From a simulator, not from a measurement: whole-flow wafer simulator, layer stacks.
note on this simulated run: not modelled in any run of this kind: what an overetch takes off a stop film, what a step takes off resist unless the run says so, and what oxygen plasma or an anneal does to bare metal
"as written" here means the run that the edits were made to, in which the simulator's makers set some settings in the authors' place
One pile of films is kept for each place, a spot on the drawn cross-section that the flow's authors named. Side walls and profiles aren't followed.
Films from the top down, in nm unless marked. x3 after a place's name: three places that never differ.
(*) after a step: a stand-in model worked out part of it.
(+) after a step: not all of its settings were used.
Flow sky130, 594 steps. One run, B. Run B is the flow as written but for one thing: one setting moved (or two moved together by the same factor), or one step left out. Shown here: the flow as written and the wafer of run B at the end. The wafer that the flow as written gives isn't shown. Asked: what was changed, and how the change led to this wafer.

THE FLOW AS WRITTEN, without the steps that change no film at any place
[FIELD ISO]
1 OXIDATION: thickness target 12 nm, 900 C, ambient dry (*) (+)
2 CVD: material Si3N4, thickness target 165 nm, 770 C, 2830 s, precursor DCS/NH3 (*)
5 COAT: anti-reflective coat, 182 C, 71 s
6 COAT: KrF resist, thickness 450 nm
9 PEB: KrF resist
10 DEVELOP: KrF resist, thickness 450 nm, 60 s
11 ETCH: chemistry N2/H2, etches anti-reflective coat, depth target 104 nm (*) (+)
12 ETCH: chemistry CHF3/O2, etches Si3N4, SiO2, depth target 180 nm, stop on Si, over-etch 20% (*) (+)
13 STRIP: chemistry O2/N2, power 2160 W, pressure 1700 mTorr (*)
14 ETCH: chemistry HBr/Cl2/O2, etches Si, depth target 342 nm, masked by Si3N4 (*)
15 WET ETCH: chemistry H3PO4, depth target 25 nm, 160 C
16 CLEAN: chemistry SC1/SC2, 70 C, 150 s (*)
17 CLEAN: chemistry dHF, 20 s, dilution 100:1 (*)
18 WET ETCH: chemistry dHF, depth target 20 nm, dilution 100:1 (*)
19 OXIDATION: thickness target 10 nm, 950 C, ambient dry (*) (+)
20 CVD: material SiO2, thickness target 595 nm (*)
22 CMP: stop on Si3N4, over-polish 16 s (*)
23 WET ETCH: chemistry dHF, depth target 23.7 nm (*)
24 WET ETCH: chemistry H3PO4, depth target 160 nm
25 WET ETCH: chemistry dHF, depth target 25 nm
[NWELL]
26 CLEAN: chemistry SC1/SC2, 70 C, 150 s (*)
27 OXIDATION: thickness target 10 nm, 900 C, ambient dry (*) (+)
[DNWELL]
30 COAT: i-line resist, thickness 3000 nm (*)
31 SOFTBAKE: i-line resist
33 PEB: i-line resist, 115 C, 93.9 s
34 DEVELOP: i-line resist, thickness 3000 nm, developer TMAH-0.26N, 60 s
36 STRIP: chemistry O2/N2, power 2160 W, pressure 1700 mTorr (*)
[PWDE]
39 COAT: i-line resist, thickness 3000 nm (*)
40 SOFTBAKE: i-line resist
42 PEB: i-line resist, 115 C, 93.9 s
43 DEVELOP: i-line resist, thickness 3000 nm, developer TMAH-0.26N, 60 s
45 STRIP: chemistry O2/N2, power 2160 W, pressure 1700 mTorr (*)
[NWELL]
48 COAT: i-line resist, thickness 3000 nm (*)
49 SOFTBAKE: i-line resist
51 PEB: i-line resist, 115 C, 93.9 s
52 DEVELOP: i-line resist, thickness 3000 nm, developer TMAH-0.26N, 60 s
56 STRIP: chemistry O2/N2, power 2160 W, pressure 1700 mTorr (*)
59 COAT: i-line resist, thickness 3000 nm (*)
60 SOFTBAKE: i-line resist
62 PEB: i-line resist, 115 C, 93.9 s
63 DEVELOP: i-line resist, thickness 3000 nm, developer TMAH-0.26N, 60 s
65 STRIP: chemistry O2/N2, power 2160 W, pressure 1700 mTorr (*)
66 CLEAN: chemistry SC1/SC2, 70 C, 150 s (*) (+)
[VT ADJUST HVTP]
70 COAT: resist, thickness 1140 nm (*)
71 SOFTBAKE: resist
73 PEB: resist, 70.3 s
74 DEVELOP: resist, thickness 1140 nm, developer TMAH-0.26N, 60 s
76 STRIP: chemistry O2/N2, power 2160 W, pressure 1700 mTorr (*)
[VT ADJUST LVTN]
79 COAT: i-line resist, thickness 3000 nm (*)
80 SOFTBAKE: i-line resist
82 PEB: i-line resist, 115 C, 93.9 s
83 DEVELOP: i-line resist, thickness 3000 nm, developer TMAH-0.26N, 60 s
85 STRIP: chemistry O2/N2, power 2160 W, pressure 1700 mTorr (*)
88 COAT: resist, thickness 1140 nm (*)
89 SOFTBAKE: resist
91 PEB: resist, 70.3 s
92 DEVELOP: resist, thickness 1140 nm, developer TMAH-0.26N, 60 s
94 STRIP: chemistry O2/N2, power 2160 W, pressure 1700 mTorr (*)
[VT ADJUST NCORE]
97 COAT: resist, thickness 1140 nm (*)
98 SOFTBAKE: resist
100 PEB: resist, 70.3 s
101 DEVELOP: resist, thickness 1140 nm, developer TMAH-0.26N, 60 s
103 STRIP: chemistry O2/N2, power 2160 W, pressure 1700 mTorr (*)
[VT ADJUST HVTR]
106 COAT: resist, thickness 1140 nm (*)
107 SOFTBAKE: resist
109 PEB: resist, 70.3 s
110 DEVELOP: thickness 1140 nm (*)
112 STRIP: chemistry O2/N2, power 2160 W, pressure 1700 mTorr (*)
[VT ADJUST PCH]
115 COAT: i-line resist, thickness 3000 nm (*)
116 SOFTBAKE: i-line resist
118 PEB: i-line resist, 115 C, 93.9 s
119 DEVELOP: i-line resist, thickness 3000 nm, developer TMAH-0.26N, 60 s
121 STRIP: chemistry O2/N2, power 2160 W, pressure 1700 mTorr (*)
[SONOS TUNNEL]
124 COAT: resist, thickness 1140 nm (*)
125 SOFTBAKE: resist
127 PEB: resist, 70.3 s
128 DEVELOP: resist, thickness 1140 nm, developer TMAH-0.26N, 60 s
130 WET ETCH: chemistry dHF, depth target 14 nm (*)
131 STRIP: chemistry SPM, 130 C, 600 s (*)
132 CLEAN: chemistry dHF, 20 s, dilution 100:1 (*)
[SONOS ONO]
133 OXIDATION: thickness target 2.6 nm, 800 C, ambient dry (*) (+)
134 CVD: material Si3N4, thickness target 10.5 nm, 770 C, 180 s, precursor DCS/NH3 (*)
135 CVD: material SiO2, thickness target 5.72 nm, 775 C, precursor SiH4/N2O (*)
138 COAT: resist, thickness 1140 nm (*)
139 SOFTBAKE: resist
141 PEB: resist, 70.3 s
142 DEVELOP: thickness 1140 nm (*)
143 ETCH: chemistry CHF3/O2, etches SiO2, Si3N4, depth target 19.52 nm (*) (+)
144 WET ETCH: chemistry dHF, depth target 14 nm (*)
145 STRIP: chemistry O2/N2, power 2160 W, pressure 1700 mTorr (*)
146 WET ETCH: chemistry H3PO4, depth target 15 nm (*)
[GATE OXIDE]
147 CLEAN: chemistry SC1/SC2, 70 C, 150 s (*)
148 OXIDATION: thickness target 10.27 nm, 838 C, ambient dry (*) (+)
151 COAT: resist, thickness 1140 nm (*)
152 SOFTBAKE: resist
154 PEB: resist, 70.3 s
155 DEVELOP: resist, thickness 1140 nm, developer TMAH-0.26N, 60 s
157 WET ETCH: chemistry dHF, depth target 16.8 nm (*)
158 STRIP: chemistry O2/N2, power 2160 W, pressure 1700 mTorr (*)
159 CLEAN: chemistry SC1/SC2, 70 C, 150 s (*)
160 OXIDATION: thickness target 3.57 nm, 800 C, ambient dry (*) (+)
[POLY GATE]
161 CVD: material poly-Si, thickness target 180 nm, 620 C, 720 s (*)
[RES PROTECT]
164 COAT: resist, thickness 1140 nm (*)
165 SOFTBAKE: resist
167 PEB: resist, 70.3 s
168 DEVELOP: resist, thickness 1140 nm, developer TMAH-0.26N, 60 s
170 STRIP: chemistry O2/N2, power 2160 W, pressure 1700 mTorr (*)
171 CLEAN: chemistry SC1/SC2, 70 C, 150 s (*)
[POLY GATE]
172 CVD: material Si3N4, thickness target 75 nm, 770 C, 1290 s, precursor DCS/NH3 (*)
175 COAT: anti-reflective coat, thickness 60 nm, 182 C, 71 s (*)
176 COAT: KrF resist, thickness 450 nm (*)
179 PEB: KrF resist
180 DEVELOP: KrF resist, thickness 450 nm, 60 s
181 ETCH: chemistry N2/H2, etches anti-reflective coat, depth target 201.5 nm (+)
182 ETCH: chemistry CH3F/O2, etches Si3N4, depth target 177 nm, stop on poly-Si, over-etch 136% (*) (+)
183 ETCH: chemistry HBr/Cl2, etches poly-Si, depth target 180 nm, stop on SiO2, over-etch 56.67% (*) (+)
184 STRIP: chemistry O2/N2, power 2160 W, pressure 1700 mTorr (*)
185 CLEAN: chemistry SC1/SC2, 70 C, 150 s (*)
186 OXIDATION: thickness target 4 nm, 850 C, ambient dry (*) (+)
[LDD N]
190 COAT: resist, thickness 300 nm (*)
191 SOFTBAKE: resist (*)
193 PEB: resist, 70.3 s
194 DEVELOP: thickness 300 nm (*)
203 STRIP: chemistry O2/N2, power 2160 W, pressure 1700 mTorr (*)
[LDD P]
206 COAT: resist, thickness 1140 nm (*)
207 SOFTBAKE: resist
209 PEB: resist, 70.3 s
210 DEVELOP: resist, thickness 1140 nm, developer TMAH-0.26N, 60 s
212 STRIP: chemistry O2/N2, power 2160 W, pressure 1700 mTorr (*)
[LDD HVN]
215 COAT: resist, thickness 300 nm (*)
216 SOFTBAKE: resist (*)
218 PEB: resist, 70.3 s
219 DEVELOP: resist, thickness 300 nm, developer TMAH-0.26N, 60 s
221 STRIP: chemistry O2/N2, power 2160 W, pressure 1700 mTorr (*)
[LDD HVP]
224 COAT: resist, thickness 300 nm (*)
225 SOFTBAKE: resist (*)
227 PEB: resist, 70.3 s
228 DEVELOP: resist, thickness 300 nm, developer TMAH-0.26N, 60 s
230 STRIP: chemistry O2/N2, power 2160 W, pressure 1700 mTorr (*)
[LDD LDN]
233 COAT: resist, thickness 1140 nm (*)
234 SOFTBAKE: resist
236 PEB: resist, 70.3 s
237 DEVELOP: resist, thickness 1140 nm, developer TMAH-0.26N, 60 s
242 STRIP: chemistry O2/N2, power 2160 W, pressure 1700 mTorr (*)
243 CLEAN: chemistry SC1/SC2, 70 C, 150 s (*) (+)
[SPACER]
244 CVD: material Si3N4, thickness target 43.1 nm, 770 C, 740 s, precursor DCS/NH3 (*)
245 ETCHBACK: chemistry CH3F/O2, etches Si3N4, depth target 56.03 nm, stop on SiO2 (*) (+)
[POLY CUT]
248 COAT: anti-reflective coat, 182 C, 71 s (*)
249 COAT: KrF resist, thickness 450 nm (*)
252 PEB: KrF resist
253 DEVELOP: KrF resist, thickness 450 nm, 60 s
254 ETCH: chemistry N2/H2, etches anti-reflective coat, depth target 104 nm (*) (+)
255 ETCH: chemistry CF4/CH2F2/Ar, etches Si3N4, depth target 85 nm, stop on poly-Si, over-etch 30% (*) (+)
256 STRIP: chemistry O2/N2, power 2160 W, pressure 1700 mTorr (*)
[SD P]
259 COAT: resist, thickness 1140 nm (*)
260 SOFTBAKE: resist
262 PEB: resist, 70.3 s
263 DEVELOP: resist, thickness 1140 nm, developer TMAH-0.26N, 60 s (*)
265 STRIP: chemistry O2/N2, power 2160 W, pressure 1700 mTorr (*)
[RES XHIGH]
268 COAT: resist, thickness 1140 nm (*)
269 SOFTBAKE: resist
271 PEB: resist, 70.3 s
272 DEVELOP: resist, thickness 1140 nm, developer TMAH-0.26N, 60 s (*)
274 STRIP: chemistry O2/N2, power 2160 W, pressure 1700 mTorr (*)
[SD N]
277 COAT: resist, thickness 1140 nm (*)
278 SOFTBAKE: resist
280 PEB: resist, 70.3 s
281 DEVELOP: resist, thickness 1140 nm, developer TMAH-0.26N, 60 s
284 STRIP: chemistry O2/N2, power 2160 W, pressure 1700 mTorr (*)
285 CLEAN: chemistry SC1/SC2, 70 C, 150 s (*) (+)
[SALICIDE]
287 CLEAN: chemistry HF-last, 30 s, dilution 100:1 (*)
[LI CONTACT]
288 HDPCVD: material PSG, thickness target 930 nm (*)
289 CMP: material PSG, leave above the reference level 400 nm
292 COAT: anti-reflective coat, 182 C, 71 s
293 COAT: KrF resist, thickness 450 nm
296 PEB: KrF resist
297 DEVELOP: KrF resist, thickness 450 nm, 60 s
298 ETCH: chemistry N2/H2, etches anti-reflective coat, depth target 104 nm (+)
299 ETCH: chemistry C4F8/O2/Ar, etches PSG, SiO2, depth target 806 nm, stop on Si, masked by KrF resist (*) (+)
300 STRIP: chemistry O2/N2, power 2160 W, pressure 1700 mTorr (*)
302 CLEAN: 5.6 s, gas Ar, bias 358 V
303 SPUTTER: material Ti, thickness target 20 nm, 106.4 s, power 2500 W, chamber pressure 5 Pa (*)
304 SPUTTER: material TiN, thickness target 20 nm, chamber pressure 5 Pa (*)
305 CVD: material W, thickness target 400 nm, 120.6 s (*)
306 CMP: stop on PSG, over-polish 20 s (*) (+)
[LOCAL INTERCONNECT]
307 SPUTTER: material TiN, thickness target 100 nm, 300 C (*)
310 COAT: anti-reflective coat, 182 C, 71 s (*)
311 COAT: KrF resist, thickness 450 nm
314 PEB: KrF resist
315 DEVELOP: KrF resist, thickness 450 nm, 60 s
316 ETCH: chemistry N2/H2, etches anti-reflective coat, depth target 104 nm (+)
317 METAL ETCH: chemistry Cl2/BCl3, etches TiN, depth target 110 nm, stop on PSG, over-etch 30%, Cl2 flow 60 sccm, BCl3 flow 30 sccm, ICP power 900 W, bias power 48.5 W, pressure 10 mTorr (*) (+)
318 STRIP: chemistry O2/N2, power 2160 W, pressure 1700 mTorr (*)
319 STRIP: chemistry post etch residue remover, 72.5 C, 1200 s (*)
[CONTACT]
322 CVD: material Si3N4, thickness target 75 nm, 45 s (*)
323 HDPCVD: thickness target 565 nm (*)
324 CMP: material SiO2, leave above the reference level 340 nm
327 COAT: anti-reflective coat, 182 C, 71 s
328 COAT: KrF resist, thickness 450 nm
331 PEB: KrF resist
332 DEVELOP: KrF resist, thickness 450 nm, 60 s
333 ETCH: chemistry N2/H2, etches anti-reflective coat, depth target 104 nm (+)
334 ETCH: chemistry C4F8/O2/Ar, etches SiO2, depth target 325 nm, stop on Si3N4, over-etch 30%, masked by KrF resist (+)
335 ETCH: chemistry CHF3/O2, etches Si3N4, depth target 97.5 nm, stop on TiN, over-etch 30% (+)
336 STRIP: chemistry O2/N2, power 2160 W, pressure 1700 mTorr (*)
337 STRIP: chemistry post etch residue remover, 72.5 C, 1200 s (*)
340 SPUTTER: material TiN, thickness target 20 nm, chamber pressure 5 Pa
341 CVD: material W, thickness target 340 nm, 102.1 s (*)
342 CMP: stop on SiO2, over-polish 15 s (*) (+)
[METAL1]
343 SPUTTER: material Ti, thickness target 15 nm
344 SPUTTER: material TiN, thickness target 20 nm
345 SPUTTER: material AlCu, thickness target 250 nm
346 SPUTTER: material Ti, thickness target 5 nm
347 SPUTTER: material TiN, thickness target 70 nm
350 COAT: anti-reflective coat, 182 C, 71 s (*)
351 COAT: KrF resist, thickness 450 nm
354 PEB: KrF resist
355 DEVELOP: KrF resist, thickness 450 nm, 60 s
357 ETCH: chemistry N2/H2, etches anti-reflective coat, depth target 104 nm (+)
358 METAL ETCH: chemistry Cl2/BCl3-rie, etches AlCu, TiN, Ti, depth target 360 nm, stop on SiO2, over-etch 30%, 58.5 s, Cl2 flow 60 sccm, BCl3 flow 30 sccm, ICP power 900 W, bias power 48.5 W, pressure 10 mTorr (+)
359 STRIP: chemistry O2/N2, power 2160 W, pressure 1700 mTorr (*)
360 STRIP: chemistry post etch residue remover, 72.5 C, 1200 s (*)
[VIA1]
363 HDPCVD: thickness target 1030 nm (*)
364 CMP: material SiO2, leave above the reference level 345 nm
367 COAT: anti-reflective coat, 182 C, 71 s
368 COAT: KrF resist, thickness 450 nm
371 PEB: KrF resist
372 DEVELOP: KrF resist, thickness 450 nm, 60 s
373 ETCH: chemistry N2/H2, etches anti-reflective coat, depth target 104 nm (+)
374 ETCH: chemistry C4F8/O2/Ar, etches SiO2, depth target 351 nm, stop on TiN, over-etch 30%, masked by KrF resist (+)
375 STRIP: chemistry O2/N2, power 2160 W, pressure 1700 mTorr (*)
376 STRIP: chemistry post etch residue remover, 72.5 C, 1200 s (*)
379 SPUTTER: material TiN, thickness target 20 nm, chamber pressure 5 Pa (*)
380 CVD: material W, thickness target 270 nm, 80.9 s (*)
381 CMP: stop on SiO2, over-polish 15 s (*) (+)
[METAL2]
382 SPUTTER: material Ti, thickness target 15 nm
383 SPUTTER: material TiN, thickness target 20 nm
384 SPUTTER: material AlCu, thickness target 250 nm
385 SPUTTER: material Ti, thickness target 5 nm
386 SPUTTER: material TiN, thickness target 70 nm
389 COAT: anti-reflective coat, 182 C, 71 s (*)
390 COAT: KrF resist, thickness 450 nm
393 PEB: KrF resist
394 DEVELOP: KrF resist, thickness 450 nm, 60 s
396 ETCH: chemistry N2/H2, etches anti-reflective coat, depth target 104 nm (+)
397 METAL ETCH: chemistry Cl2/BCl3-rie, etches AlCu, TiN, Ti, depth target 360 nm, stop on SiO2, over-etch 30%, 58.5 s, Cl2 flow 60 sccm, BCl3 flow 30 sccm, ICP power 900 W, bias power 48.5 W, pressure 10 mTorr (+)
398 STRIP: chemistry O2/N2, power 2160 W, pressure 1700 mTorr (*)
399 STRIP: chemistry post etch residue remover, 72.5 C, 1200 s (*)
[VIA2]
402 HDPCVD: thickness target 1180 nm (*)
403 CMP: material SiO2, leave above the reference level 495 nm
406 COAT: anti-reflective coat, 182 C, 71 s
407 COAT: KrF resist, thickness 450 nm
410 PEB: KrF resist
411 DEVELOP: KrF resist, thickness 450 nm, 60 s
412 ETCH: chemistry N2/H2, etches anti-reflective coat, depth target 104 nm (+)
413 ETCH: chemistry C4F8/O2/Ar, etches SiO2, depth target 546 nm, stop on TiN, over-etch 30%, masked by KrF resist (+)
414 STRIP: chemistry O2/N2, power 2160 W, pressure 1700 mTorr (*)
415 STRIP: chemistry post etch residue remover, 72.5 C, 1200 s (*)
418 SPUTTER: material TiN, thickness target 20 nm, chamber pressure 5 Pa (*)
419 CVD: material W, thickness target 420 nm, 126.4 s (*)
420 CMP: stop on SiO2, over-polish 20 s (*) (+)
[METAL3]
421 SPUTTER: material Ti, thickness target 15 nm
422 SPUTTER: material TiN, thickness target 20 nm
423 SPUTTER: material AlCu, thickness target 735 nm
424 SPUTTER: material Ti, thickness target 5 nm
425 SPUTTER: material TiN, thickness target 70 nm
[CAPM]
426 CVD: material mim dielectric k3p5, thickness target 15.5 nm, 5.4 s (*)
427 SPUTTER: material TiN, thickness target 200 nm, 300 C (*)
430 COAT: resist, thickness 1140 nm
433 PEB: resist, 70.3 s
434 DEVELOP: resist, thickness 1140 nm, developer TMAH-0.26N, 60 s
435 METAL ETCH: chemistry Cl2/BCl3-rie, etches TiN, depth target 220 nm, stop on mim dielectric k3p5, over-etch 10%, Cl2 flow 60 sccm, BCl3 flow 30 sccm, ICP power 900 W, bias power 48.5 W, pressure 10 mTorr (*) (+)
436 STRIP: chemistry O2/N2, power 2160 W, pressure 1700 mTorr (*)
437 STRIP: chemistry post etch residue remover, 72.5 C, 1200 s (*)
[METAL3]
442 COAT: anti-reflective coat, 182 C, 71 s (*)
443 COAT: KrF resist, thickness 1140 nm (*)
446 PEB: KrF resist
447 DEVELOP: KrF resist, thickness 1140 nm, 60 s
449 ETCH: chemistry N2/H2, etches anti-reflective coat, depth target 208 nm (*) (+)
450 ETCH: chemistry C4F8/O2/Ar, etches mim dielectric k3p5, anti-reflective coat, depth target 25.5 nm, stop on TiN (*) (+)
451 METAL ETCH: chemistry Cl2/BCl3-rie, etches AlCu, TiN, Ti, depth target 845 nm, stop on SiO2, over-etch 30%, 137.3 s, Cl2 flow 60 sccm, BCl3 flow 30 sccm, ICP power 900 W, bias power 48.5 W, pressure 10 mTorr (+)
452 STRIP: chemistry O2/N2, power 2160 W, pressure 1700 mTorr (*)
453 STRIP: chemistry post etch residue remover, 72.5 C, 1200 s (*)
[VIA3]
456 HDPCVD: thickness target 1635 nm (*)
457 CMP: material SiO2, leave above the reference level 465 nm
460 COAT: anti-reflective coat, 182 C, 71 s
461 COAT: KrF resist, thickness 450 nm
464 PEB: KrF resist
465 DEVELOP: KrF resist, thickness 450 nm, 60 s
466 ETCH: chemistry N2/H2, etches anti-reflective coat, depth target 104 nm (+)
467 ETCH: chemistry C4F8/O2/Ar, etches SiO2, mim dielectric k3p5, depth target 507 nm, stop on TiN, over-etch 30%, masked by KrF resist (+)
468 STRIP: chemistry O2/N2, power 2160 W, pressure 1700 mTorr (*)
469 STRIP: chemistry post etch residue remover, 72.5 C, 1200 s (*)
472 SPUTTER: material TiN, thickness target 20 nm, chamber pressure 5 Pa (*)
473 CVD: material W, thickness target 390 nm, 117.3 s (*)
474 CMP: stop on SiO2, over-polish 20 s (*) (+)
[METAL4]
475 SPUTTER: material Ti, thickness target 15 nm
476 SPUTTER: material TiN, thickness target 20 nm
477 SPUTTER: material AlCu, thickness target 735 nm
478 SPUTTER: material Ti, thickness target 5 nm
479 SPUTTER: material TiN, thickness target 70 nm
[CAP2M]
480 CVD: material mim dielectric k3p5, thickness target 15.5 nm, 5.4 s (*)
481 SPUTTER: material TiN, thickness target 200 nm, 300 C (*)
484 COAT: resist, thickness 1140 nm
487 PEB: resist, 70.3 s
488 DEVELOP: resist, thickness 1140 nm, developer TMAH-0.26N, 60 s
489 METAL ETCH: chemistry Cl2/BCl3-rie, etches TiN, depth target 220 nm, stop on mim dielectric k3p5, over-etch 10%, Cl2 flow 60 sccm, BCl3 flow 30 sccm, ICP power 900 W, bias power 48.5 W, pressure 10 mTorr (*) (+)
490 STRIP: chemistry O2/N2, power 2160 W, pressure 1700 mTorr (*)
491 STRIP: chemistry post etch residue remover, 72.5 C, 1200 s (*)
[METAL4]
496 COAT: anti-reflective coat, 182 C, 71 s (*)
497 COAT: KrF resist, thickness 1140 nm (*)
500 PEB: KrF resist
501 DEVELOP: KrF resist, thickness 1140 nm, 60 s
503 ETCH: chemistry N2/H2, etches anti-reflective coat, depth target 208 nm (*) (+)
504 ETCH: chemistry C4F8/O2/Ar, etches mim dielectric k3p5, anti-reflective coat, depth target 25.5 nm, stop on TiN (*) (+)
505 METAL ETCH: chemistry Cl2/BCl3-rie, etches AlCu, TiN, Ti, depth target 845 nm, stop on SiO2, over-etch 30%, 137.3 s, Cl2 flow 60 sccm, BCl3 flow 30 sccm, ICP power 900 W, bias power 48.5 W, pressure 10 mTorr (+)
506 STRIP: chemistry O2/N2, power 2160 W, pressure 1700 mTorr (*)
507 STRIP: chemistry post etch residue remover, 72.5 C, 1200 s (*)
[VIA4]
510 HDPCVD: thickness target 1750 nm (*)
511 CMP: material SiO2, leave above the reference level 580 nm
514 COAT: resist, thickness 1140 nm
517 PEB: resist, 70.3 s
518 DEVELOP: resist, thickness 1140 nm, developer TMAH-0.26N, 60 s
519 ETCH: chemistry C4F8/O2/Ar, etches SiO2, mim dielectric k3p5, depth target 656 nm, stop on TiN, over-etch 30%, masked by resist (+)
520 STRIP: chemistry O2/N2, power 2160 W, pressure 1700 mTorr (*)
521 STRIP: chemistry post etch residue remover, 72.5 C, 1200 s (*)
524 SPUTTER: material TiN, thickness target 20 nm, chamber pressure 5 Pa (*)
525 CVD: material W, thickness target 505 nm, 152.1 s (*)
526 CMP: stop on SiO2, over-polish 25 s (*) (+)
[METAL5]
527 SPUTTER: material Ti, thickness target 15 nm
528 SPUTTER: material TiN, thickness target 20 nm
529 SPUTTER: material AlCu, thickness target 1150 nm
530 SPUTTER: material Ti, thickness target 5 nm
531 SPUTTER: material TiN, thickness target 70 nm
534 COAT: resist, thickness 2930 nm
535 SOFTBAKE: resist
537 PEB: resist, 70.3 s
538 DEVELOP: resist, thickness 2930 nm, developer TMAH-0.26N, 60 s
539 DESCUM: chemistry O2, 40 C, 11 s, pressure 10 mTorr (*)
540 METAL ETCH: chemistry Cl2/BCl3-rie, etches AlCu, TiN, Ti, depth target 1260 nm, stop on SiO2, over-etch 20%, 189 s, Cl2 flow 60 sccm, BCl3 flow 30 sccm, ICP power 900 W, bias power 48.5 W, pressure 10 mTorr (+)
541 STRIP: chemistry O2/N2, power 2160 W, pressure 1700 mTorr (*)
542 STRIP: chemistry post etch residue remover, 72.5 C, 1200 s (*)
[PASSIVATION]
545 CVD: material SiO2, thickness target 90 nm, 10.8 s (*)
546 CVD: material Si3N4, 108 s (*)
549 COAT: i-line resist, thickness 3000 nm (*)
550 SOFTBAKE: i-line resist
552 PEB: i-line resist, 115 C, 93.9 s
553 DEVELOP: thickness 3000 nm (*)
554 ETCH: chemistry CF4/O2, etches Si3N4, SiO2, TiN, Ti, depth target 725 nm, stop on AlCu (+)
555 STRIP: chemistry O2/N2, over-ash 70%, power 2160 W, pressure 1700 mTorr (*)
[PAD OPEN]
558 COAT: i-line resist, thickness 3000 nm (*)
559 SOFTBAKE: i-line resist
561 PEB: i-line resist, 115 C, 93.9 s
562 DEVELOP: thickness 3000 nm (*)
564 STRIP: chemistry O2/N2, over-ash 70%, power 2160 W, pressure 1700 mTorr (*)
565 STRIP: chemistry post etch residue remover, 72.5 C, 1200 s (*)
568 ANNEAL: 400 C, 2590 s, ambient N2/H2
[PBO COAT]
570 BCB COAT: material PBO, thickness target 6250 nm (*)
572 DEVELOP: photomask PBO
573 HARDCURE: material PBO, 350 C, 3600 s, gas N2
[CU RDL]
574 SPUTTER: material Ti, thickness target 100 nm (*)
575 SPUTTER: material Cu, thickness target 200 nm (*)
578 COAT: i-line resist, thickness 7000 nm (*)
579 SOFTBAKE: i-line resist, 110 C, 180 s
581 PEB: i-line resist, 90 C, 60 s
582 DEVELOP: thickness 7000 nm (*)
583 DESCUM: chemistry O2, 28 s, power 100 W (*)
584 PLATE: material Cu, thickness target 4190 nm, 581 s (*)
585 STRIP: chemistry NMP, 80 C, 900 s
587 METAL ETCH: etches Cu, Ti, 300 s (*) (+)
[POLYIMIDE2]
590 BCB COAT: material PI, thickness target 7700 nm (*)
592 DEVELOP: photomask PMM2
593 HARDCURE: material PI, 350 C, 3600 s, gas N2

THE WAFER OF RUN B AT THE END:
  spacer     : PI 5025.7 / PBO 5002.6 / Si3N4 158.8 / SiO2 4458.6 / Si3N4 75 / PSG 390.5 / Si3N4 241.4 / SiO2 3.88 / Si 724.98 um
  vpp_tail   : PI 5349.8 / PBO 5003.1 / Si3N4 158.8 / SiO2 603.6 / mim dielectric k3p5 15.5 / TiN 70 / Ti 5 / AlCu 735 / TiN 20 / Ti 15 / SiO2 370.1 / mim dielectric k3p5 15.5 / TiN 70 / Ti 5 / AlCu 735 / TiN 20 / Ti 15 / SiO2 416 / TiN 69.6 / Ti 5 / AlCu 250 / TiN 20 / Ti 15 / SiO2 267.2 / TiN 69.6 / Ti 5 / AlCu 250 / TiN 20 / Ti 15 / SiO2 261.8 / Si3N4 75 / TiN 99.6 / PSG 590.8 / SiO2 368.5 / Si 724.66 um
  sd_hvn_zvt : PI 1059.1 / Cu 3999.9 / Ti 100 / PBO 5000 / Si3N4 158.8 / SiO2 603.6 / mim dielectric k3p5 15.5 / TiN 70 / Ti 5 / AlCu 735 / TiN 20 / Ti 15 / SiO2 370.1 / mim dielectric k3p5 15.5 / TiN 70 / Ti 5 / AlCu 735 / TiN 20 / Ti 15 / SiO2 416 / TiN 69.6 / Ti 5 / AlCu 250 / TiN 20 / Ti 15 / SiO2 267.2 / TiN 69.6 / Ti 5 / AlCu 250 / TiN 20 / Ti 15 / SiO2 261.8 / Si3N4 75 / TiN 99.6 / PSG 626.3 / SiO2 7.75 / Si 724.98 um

The cause: step 540, METAL ETCH: depth target 1096 nm was run, where the flow has depth target 1260 nm; step 540, METAL ETCH: 164 s was run, where the flow has 189 s.

How the change led to this, step by step:
  540 METAL ETCH: chemistry Cl2/BCl3-rie, etches AlCu, TiN, Ti, depth target 1260 nm, stop on SiO2, over-etch 20%, 189 s, Cl2 flow 60 sccm, BCl3 flow 30 sccm, ICP power 900 W, bias power 48.5 W, pressure 10 mTorr (+)
      field, active, gate and 175 more: TiN -70 (all of it), Ti -5 (all of it), AlCu -1150 (all of it), TiN -20 (all of it), Ti -15 (all of it), SiO2 -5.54 (as written it would be: TiN -70 (all of it), Ti -5 (all of it), AlCu -1150 (all of it), TiN -20 (all of it), Ti -15 (all of it), SiO2 -25.2)
      n_well, p_well, sd_n and 12 more: resist -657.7 (as written it would be: resist -756)
  541 STRIP: chemistry O2/N2, power 2160 W, pressure 1700 mTorr (*)
      n_well, p_well, sd_n and 9 more: resist -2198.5 (all of it) (as written it would be: resist -2100.2 (all of it))
      m1, via4_hole: resist -2200.6 (all of it) (as written it would be: resist -2102.3 (all of it))
      (and at 1 more place)
  550 SOFTBAKE: i-line resist
      gate: i-line resist -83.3 (as written it would be: i-line resist -85.5)
      spacer: i-line resist -95 (as written it would be: i-line resist -97.5)
      (and at 34 more places)
  559 SOFTBAKE: i-line resist
      gate: i-line resist -83.3 (as written it would be: i-line resist -85.5)
      m1: i-line resist -98.9 (as written it would be: i-line resist -101.5)
      (and at 34 more places)
  578 COAT: i-line resist, thickness 7000 nm (*)
      pad: i-line resist +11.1 um (new film) (as written it would be: i-line resist +11.08 um (new film))
  579 SOFTBAKE: i-line resist, 110 C, 180 s
      m5_stack_ln: i-line resist -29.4 (as written it would be: i-line resist -30)
  582 DEVELOP: thickness 7000 nm (*)
      pad: i-line resist -11.1 um (all of it) (as written it would be: i-line resist -11.08 um (all of it))
